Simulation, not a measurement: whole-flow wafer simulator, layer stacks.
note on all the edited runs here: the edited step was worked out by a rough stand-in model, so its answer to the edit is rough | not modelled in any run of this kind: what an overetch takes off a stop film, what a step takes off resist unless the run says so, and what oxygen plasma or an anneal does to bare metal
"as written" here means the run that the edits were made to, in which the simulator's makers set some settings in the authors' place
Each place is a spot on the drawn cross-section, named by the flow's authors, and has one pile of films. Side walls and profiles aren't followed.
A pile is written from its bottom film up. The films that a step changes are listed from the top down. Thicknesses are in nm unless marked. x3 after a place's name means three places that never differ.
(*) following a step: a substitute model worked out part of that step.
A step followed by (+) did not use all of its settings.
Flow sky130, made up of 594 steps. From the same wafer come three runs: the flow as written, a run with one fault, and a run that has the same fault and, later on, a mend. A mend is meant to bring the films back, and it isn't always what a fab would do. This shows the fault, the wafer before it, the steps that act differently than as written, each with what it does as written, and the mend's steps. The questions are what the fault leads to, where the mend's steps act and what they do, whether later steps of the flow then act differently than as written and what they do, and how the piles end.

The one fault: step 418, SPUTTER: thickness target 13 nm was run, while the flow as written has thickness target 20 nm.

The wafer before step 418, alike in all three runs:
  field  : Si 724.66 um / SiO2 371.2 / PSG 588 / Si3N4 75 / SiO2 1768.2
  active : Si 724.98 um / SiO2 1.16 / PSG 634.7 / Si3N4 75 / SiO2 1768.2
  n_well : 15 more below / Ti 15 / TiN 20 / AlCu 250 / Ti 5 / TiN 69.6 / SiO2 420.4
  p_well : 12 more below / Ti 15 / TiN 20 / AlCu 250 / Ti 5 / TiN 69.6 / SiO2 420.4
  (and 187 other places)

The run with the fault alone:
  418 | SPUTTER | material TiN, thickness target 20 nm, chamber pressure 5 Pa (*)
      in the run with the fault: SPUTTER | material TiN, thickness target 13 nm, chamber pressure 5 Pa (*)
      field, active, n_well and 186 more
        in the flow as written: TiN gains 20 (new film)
        in the run with the fault: TiN gains 13 (new film)
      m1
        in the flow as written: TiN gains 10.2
        in the run with the fault: TiN gains 6.63
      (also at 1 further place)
  Steps later in the flow that act otherwise than as written (not shown: 7 more steps that differ only slightly, by at most 2% or 0.5 nm, whichever is larger):
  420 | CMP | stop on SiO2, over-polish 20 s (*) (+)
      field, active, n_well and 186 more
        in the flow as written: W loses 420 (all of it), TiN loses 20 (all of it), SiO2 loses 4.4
        in the run with the fault: W loses 420 (all of it), TiN loses 13 (all of it), SiO2 loses 4.4
  By the end, the piles at m1, via2_hole depart from the flow's by more than 2% or 0.5 nm, whichever is larger.
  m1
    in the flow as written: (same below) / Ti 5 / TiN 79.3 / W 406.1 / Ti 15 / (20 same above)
    in the run with the fault: (same below) / Ti 5 / TiN 75.8 / W 409.7 / Ti 15 / (20 same above)
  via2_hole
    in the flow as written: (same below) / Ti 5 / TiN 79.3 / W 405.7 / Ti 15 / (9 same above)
    in the run with the fault: (same below) / Ti 5 / TiN 75.8 / W 409.2 / Ti 15 / (9 same above)

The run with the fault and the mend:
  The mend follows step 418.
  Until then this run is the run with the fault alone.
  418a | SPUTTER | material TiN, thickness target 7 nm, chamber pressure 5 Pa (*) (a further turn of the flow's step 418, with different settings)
      field, active, n_well and 186 more
        TiN gains 7
      m1
        TiN gains 3.54
      via2_hole
        TiN gains 3.51
  None of the later steps of the flow acts differently than as written at any place that is followed.
  By the end, the piles equal the flow's at every place that both follow.
